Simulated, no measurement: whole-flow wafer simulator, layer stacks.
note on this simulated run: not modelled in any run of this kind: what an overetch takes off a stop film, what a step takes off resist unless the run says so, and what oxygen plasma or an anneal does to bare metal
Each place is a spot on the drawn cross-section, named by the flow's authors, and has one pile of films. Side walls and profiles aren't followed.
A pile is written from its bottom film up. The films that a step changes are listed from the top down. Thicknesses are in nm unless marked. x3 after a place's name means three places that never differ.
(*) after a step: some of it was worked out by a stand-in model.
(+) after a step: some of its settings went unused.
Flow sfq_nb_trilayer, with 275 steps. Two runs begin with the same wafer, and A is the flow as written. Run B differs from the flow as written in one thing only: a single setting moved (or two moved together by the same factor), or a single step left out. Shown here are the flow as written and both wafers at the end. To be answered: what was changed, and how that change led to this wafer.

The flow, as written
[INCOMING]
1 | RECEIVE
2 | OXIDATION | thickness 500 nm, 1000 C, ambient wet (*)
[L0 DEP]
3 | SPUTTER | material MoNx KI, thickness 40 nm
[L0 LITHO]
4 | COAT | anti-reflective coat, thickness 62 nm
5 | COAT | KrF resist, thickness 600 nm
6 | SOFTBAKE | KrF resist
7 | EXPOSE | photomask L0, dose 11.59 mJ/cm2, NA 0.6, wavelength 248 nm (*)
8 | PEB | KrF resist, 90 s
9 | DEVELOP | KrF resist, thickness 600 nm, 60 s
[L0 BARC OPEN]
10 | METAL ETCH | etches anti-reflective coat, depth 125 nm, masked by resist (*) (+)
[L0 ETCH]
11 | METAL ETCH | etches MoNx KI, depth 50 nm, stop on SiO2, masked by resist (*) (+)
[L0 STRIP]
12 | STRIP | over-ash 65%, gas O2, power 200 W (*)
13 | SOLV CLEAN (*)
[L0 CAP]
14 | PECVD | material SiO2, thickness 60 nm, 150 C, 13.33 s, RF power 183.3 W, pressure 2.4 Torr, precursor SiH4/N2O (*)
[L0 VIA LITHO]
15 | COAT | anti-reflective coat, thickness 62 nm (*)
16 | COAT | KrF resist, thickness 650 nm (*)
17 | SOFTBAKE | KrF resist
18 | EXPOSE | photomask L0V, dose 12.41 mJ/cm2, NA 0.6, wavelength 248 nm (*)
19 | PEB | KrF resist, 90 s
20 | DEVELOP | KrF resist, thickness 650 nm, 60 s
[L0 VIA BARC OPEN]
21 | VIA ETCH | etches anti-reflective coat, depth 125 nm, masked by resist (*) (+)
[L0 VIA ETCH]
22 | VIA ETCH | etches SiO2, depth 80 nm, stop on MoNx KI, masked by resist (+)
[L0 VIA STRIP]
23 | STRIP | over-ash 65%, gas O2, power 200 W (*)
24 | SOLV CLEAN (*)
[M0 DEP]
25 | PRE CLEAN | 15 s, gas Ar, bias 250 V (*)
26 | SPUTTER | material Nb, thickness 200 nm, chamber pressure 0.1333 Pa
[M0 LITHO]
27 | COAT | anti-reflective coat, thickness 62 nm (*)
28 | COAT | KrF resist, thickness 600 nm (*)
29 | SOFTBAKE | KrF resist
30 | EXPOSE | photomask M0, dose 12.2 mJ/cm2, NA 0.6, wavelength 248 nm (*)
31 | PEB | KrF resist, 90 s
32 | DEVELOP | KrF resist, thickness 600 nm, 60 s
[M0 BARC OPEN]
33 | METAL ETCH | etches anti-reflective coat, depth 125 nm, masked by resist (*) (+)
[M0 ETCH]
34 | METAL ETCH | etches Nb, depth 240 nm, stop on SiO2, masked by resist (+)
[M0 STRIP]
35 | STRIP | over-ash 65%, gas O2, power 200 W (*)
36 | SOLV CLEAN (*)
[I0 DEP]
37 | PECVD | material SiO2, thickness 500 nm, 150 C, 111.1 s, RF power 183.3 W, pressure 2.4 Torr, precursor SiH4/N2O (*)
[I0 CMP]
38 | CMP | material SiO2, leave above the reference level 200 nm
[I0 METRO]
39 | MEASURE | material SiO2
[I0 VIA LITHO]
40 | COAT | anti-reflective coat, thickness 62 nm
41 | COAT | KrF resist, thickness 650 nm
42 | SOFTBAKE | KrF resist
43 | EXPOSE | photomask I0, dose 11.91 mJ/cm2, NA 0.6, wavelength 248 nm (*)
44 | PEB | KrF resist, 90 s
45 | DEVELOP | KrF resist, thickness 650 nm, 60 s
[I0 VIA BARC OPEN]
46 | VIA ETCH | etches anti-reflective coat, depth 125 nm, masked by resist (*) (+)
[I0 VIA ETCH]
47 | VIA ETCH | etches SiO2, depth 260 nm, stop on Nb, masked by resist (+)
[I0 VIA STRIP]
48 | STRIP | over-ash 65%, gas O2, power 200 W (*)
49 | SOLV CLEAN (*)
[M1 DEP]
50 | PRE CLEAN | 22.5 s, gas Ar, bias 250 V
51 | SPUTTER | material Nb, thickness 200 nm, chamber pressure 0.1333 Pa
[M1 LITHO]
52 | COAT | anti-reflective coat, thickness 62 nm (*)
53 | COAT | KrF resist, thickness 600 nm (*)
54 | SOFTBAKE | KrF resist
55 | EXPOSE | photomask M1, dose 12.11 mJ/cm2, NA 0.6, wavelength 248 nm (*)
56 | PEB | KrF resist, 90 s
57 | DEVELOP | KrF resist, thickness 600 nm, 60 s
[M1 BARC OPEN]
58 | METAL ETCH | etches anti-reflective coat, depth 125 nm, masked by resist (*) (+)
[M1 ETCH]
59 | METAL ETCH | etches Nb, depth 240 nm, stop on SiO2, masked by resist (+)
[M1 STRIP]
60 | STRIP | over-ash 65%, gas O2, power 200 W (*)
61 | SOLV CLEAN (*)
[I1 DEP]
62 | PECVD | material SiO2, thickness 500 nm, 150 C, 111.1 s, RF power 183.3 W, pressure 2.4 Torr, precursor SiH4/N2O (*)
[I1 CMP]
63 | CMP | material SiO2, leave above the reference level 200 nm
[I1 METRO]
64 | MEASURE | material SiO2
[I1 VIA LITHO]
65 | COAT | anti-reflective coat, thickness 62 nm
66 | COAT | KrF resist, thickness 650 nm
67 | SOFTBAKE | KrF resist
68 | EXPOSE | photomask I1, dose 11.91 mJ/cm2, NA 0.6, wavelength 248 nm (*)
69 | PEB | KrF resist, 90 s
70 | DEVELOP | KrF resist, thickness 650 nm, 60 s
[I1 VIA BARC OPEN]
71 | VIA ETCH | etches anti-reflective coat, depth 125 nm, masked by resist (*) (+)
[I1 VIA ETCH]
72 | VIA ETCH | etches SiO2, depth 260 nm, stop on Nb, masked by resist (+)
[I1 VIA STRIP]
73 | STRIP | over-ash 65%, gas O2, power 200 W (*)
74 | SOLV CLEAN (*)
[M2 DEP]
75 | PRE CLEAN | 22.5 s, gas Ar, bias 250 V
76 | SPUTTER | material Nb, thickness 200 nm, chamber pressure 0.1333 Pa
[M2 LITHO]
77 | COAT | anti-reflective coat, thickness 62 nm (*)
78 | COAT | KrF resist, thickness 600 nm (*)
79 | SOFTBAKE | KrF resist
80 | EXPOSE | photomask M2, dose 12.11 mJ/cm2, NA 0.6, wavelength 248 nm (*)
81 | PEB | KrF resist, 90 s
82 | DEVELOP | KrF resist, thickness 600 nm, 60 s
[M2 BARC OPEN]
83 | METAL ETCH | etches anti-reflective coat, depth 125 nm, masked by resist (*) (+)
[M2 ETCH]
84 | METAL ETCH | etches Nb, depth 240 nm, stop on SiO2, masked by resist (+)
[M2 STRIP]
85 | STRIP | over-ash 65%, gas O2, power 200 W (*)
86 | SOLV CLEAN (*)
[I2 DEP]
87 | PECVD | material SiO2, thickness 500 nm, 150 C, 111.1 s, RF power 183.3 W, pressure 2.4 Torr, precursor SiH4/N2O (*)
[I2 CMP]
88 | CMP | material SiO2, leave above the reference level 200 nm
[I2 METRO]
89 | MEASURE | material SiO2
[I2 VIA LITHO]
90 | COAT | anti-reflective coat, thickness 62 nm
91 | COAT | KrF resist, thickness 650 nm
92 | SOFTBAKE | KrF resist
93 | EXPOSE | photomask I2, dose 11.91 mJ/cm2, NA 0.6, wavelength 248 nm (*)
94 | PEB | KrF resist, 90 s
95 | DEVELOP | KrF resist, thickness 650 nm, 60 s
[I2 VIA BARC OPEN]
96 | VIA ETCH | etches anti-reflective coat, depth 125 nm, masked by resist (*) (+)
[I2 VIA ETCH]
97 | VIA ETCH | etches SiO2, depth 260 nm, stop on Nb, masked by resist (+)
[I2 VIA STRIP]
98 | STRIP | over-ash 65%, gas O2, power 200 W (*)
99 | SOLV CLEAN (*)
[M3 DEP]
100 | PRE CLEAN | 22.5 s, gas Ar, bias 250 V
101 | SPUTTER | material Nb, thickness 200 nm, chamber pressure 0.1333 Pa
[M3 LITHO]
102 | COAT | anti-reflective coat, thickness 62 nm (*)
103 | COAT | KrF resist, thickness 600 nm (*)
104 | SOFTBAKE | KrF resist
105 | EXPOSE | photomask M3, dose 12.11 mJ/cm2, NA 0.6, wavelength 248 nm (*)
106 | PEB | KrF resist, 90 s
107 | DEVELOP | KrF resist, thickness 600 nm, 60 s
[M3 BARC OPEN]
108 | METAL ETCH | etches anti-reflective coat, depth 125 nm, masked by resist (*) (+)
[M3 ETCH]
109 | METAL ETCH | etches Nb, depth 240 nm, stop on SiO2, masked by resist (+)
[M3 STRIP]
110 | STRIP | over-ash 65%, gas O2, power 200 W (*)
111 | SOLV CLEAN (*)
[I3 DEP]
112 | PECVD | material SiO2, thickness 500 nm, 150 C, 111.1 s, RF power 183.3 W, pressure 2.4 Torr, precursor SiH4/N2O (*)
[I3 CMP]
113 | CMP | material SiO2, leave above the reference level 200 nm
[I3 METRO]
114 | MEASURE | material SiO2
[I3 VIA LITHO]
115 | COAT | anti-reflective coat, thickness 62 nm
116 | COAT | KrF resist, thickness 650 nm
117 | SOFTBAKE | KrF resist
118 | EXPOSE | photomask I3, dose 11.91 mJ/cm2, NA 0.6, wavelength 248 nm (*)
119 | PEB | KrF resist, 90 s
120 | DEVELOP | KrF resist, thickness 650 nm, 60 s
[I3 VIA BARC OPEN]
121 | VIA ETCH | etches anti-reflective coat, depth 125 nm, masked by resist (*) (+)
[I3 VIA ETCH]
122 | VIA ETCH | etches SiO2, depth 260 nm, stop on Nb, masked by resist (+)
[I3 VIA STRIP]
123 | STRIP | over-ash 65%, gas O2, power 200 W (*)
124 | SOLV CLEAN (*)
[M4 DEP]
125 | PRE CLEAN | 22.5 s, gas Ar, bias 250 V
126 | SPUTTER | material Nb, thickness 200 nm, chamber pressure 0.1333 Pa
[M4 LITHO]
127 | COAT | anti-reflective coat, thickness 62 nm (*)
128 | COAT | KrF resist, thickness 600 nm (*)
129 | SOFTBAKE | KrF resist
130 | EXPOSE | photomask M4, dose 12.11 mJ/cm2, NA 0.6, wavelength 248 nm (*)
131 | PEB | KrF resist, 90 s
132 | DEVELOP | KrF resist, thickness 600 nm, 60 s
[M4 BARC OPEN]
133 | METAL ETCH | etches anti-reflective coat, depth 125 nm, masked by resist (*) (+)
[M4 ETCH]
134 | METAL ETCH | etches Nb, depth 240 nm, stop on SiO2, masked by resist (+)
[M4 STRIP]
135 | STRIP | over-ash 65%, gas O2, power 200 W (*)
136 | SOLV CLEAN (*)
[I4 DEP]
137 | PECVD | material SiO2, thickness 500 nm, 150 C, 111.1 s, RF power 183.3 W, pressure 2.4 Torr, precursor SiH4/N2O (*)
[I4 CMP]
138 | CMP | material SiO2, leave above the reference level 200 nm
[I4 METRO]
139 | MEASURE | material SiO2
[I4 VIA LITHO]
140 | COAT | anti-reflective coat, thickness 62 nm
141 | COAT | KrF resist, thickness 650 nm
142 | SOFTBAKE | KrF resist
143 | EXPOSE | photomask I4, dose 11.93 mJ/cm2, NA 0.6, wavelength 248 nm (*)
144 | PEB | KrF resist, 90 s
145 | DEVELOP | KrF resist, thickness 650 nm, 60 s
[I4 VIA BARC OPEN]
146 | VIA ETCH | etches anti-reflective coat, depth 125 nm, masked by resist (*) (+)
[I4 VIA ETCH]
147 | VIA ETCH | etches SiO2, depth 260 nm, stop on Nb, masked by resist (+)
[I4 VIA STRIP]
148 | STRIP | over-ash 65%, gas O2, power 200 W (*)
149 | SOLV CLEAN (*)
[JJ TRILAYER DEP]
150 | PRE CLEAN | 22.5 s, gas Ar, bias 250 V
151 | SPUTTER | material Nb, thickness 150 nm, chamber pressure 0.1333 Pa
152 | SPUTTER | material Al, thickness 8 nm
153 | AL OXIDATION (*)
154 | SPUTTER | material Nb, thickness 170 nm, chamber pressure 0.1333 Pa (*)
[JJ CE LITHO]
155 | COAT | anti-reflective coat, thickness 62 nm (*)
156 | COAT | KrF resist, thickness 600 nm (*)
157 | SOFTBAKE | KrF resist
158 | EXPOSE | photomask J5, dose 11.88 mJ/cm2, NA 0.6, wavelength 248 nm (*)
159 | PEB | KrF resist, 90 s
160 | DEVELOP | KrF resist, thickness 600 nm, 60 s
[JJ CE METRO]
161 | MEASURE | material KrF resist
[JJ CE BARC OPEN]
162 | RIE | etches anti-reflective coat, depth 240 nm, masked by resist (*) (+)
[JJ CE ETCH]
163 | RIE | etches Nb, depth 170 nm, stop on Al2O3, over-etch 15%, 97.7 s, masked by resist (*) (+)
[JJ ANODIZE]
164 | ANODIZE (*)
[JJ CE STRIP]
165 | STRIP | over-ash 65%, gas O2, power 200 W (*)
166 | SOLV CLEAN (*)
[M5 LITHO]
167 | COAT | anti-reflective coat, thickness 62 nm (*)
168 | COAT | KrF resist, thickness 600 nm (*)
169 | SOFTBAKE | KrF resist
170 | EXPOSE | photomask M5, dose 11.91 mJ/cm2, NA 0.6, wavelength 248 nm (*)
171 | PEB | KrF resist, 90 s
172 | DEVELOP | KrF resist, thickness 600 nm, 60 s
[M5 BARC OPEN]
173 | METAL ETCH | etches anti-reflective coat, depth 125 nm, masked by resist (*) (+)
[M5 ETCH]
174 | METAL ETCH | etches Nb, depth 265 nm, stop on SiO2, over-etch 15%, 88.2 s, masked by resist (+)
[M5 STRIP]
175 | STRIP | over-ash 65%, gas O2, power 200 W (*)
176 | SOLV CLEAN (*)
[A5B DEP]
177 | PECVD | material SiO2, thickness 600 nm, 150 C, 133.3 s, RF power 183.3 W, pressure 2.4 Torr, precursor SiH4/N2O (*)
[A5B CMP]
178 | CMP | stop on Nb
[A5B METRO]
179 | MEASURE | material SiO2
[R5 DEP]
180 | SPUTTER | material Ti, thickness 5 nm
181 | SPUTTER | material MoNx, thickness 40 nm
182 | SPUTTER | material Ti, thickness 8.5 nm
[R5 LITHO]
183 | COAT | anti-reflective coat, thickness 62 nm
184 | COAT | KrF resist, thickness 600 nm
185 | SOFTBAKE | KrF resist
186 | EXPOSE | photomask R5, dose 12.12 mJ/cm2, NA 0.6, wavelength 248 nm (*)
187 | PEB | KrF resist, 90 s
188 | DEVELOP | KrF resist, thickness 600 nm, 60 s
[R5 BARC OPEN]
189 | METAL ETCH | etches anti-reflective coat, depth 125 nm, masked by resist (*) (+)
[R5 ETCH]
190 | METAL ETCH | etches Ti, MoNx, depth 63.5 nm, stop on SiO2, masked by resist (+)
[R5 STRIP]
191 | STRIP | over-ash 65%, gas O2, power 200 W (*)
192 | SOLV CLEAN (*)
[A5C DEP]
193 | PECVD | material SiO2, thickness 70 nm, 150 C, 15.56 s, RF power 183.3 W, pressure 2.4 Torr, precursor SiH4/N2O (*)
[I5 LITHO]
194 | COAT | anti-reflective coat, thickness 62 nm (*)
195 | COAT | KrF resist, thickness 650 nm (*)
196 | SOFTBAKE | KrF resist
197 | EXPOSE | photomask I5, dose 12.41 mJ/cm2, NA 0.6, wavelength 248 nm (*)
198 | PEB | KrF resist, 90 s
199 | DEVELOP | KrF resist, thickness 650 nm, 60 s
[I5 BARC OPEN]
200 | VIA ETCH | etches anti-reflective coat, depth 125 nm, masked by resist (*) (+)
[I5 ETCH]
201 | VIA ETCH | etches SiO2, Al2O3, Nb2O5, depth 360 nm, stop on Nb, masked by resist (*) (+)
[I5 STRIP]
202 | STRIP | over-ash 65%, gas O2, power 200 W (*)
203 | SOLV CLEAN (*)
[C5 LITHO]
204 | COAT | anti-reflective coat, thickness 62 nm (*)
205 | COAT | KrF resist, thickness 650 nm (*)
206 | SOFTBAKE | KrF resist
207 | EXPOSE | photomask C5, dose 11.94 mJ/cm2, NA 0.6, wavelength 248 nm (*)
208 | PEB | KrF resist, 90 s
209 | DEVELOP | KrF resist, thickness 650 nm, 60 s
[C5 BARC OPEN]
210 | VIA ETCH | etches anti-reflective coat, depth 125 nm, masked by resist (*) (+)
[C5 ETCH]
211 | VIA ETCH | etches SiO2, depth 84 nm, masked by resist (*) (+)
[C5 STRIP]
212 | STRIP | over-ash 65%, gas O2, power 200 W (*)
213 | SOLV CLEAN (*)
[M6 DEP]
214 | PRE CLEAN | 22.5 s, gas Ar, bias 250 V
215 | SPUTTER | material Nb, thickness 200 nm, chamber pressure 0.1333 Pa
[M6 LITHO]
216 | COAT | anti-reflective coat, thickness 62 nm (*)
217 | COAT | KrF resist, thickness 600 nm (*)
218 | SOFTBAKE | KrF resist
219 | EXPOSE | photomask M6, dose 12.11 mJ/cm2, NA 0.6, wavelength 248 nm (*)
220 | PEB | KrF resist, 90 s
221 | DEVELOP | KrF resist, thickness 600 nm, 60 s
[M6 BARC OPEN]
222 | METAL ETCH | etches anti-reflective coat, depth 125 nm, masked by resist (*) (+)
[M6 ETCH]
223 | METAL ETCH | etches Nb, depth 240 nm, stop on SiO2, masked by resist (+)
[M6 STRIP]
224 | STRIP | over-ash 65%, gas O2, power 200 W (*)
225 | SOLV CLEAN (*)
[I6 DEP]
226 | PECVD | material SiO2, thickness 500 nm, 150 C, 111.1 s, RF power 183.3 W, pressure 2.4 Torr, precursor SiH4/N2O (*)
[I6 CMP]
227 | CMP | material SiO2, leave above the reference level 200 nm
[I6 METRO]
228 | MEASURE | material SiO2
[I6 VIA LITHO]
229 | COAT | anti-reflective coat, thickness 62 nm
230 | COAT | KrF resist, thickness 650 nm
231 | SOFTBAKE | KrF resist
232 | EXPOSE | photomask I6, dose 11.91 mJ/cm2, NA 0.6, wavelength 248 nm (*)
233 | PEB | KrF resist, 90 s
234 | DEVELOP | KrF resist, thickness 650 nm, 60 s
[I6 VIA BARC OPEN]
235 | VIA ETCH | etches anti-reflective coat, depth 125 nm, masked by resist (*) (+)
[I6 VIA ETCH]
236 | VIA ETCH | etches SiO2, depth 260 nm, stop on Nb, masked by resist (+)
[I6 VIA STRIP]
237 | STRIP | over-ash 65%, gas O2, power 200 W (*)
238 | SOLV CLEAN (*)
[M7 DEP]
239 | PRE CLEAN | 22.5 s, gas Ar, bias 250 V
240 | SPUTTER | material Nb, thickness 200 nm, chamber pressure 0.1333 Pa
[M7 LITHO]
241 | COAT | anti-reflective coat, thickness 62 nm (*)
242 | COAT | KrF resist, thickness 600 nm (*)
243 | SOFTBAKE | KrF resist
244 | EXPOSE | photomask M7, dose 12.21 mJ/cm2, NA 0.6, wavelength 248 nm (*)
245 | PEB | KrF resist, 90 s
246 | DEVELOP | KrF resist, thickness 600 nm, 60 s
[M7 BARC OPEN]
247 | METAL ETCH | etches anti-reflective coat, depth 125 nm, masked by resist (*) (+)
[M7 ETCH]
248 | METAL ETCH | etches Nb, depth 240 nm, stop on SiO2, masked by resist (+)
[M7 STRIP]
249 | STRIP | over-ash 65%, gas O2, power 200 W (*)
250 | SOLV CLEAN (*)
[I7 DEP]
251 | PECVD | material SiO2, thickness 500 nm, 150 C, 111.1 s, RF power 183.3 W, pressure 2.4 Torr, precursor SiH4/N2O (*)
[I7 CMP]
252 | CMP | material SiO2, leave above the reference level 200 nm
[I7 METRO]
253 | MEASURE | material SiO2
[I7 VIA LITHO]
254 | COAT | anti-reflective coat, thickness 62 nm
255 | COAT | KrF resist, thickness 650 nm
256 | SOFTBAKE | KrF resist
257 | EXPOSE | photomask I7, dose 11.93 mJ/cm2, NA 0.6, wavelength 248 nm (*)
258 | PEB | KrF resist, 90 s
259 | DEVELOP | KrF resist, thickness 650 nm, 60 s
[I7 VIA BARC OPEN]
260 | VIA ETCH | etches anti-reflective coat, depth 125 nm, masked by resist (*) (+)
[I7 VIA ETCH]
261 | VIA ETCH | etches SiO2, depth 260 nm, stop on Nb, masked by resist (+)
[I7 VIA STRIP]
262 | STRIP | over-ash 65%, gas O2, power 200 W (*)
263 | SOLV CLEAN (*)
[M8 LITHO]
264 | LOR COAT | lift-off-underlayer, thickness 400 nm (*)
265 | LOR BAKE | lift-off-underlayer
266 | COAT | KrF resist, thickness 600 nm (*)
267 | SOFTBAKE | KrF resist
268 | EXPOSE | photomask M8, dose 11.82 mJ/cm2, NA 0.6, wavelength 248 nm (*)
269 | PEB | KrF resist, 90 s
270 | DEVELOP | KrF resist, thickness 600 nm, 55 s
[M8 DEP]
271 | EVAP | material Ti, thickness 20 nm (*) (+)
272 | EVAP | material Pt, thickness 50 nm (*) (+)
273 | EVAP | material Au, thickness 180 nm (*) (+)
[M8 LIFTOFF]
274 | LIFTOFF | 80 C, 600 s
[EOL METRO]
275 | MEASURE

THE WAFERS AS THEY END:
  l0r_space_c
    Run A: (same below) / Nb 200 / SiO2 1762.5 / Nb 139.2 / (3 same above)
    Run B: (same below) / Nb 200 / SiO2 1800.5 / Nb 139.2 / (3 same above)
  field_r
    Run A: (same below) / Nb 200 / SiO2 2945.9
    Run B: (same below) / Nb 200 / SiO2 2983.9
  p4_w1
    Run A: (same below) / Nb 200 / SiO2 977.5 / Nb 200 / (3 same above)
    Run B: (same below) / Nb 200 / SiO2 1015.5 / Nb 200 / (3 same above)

The reason: step 51, SPUTTER: thickness 238 nm was run, while the flow as written has thickness 200 nm.

The path from the change to this, step by step:
  51 | SPUTTER | material Nb, thickness 200 nm, chamber pressure 0.1333 Pa
      field_l, v_sur, via_wl and 102 more: A Nb gains 200 (new film) | B Nb gains 238 (new film)
      via_w: A Nb gains 174.5 | B Nb gains 208.1
  52 | COAT | anti-reflective coat, thickness 62 nm (*)
      via_wl: A anti-reflective coat gains 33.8 (new film) | B anti-reflective coat gains 32.4 (new film)
      via_wr: A anti-reflective coat gains 34.9 (new film) | B anti-reflective coat gains 33.6 (new film)
  59 | METAL ETCH | etches Nb, depth 240 nm, stop on SiO2, masked by resist (+)
      field_l, be, be_sur and 79 more: A Nb loses 200 (all of it) | B Nb loses 238 (all of it)
  60 | STRIP | over-ash 65%, gas O2, power 200 W (*)
      via_wl: A KrF resist loses 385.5 (all of it), anti-reflective coat loses 33.8 (all of it) | B KrF resist loses 386 (all of it), anti-reflective coat loses 32.4 (all of it)
      via_wr: A KrF resist loses 384.4 (all of it), anti-reflective coat loses 34.9 (all of it) | B KrF resist loses 384.9 (all of it), anti-reflective coat loses 33.6 (all of it)
  62 | PECVD | material SiO2, thickness 500 nm, 150 C, 111.1 s, RF power 183.3 W, pressure 2.4 Torr, precursor SiH4/N2O (*)
      wl_d_sl, wl_d_sr: A SiO2 gains 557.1 | B SiO2 gains 595.1
      via_w: A SiO2 gains 606 (new film) | B SiO2 gains 585.9 (new film)
  63 | CMP | material SiO2, leave above the reference level 200 nm
      field_l, be, be_sur and 72 more: A SiO2 loses 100 | B SiO2 loses 62
      lsp_m, ln_m6, lsp_r, l0_sur, l0v: A SiO2 loses 94.9 | B SiO2 loses 55.9
      (also at 1 further place)
